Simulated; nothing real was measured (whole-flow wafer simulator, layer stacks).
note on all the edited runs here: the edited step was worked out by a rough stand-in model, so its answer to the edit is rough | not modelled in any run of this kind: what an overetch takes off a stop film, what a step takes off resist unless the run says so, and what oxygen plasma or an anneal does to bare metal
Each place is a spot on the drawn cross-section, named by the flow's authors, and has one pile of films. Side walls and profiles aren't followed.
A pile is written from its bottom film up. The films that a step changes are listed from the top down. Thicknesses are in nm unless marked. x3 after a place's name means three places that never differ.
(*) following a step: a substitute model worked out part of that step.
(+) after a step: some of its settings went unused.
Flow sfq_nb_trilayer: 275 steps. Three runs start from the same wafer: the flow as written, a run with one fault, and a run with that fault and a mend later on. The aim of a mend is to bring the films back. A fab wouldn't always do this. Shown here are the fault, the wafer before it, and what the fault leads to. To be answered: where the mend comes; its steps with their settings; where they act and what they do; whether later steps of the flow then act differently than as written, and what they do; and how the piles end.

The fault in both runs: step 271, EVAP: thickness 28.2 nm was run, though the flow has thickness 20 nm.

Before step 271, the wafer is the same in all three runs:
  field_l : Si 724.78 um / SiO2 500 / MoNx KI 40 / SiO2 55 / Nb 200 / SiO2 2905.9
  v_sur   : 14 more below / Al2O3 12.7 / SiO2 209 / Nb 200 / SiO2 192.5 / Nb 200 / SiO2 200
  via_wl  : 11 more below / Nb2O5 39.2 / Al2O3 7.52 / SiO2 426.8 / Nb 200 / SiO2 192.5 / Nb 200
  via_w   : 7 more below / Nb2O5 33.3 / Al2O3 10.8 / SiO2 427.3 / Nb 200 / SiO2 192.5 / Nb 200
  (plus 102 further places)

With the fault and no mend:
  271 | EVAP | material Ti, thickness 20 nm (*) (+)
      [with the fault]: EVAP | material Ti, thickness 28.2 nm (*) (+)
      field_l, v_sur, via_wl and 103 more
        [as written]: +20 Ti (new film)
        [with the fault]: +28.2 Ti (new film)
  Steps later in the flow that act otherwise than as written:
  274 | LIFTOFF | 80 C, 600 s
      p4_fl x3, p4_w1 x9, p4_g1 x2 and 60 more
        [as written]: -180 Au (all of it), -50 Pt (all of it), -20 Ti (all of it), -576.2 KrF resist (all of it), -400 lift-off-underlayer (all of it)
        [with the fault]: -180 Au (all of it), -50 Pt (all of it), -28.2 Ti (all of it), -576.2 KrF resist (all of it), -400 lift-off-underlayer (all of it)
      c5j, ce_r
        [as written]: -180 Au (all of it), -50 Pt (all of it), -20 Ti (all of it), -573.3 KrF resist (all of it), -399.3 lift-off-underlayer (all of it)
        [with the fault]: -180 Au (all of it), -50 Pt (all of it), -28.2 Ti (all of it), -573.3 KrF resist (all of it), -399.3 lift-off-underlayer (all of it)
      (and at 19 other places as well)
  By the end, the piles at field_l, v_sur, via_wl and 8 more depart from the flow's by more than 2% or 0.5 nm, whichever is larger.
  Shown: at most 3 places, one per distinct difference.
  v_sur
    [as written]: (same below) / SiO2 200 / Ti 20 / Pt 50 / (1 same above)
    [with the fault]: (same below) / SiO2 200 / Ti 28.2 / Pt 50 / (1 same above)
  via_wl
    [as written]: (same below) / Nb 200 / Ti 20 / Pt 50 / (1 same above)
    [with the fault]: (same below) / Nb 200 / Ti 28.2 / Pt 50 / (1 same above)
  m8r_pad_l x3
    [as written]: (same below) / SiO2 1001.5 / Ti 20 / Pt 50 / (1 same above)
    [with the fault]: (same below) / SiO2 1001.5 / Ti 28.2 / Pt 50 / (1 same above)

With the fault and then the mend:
  After step 271 comes the mend.
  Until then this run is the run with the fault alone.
  271a | METAL ETCH | etches Ti, MoNx, depth 8.2 nm (the flow's step 190 again, with other settings)
      field_l, v_sur, via_wl and 103 more
        -8.2 Ti
  Later steps of the flow that are run all act as written at every place that is followed.
  The piles end the same as the flow's at every place that both follow.
